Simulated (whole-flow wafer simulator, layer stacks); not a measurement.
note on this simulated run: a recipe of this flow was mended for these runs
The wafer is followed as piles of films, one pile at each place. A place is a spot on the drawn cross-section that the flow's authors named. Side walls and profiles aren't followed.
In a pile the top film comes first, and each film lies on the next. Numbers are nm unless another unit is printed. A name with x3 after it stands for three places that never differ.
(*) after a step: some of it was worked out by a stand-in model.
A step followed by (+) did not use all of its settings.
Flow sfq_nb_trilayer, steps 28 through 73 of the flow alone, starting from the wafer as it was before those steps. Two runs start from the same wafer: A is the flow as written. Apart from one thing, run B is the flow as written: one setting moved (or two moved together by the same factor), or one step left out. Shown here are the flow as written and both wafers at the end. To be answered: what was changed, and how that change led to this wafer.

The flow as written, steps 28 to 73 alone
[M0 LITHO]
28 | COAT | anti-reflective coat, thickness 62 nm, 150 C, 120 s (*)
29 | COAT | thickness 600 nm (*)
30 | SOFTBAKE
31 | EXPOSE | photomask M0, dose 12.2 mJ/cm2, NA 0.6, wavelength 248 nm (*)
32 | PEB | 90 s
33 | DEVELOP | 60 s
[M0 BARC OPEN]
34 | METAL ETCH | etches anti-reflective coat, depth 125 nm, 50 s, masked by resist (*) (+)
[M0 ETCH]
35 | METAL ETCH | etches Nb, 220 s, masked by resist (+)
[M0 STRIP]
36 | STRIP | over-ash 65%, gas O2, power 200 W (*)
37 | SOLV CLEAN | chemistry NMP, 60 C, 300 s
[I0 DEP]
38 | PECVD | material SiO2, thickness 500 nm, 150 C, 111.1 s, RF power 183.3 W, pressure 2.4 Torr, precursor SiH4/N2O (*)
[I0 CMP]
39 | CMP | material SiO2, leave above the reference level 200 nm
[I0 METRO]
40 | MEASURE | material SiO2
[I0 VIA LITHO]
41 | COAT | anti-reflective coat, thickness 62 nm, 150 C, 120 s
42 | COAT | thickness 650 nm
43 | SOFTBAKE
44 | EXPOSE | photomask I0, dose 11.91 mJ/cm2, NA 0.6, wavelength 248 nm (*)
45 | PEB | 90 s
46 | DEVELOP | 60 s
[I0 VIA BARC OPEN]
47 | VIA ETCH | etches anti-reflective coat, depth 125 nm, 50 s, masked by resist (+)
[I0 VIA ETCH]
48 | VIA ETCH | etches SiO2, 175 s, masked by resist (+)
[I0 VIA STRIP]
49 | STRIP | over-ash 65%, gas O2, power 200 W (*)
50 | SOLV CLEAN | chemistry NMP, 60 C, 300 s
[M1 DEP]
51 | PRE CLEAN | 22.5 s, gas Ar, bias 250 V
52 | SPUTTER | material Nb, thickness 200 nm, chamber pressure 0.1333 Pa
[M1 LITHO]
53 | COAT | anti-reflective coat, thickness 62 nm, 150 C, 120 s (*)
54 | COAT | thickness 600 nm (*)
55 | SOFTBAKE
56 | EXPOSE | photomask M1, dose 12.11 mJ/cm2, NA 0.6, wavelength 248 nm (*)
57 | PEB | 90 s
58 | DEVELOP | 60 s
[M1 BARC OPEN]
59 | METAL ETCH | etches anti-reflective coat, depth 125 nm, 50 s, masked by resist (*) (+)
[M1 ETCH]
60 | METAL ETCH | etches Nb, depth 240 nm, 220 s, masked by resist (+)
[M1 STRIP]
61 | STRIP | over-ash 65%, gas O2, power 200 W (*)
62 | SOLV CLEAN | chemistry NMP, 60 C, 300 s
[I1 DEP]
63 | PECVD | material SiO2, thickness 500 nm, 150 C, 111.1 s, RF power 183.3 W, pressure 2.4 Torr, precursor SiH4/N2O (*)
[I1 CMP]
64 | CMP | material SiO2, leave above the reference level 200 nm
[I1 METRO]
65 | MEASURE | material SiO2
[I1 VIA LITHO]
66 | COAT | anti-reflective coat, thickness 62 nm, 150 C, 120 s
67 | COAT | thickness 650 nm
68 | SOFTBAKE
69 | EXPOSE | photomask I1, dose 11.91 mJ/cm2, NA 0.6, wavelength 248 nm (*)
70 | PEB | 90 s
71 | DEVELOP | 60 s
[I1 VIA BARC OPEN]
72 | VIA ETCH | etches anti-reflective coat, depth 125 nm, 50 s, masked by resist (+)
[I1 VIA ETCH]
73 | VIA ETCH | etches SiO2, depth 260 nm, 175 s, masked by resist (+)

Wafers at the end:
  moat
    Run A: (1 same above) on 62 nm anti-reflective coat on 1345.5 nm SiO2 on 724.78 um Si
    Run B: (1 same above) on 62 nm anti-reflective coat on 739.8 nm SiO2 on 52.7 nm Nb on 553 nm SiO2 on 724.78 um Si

What caused this: step 35, METAL ETCH: 135 s was run, though the flow has 220 s.

How this came from the change, step by step:
  35 | METAL ETCH | etches Nb, 220 s, masked by resist (+)
      moat, m0r_space_l x2: A -200 Nb (all of it), -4 SiO2 | B -147.3 Nb
      field_l, v_sur, via_wl and 100 more: A -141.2 KrF-resist-other-grade | B -86.6 KrF-resist-other-grade
  36 | STRIP | over-ash 65%, gas O2, power 200 W (*)
      p4_fl x53, wl_j_sl x16, wl_d_sl x2: A -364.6 KrF-resist-other-grade (all of it), -62 anti-reflective coat (all of it) | B -419.2 KrF-resist-other-grade (all of it), -62 anti-reflective coat (all of it)
      jj_sur, ce_l, c5j, res: A -370.5 KrF-resist-other-grade (all of it), -63.7 anti-reflective coat (all of it) | B -425 KrF-resist-other-grade (all of it), -63.7 anti-reflective coat (all of it)
      (and at 28 other places as well)
  38 | PECVD | material SiO2, thickness 500 nm, 150 C, 111.1 s, RF power 183.3 W, pressure 2.4 Torr, precursor SiH4/N2O (*)
      moat, m0r_space_l x2: A +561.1 SiO2 | B +504.3 SiO2 (new film)
With metal films that touch counted as one body, moat has 1 body; the flow as written gives 0 bodies.
